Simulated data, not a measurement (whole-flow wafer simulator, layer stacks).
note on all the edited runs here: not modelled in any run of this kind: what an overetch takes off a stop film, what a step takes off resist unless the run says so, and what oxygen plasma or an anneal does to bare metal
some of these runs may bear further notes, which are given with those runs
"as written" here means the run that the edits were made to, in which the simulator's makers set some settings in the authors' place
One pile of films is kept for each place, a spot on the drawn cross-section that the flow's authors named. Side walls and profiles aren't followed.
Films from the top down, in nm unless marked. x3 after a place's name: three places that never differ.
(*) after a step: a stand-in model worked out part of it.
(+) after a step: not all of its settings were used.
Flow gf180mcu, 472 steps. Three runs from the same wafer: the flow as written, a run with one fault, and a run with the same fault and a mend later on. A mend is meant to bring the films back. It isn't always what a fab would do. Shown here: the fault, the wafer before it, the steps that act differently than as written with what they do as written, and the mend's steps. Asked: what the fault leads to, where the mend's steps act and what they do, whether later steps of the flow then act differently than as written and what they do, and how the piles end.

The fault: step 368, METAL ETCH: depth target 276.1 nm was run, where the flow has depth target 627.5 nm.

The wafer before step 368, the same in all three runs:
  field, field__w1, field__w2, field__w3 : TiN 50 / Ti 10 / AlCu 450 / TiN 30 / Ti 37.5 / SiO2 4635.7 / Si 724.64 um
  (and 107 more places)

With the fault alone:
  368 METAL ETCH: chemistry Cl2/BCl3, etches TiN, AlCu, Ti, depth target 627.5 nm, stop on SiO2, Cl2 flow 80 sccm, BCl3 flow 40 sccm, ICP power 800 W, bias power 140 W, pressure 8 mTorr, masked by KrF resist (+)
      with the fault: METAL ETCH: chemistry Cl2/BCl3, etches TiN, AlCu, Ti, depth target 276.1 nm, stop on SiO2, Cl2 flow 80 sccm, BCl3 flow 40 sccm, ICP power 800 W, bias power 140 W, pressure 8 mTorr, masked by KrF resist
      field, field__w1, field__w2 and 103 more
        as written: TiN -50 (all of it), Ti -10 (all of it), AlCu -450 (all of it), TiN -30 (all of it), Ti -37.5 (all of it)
        with the fault: TiN -50 (all of it), Ti -10 (all of it), AlCu -216.1
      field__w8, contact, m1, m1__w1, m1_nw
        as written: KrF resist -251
        with the fault: KrF resist -110.4
  Later steps of the flow that act differently than as written:
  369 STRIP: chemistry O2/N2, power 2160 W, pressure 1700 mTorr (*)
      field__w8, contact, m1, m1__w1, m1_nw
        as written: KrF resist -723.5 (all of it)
        with the fault: KrF resist -864.1 (all of it)
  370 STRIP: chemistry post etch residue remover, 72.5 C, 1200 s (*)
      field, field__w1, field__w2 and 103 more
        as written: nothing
        with the fault: AlCu -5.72
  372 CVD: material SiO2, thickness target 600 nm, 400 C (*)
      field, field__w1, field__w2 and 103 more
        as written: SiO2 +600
        with the fault: SiO2 +600 (new film)
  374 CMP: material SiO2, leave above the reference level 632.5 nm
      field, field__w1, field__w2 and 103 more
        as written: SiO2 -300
        with the fault: SiO2 -595.7
  At the end the piles differ from the flow's by more than 2% or 0.5 nm, whichever is larger, at field, field__w1, field__w2 and 104 more.
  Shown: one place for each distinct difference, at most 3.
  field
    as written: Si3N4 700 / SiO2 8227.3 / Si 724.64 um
    with the fault: Si3N4 700 / SiO2 3295.9 / AlCu 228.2 / TiN 30 / Ti 37.5 / SiO2 4635.7 / Si 724.64 um
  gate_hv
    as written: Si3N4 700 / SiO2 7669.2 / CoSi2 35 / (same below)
    with the fault: Si3N4 700 / SiO2 3295.9 / AlCu 228.2 / TiN 30 / Ti 37.5 / SiO2 4077.6 / CoSi2 35 / (same below)
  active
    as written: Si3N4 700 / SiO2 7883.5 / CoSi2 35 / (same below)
    with the fault: Si3N4 700 / SiO2 3295.9 / AlCu 228.2 / TiN 30 / Ti 37.5 / SiO2 4291.9 / CoSi2 35 / (same below)

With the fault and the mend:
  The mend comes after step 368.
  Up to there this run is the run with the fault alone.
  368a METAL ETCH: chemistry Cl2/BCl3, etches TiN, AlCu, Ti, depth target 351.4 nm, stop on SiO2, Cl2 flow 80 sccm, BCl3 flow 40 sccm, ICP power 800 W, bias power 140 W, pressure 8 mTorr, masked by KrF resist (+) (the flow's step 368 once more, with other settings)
      field, field__w1, field__w2 and 103 more
        AlCu -233.9 (all of it), TiN -30 (all of it), Ti -37.5 (all of it)
      field__w8, contact, m1, m1__w1, m1_nw
        KrF resist -140.6
  No later step of the flow acts differently than as written at any place that is followed.
  At the end the piles are the same as the flow's at every place that both follow.
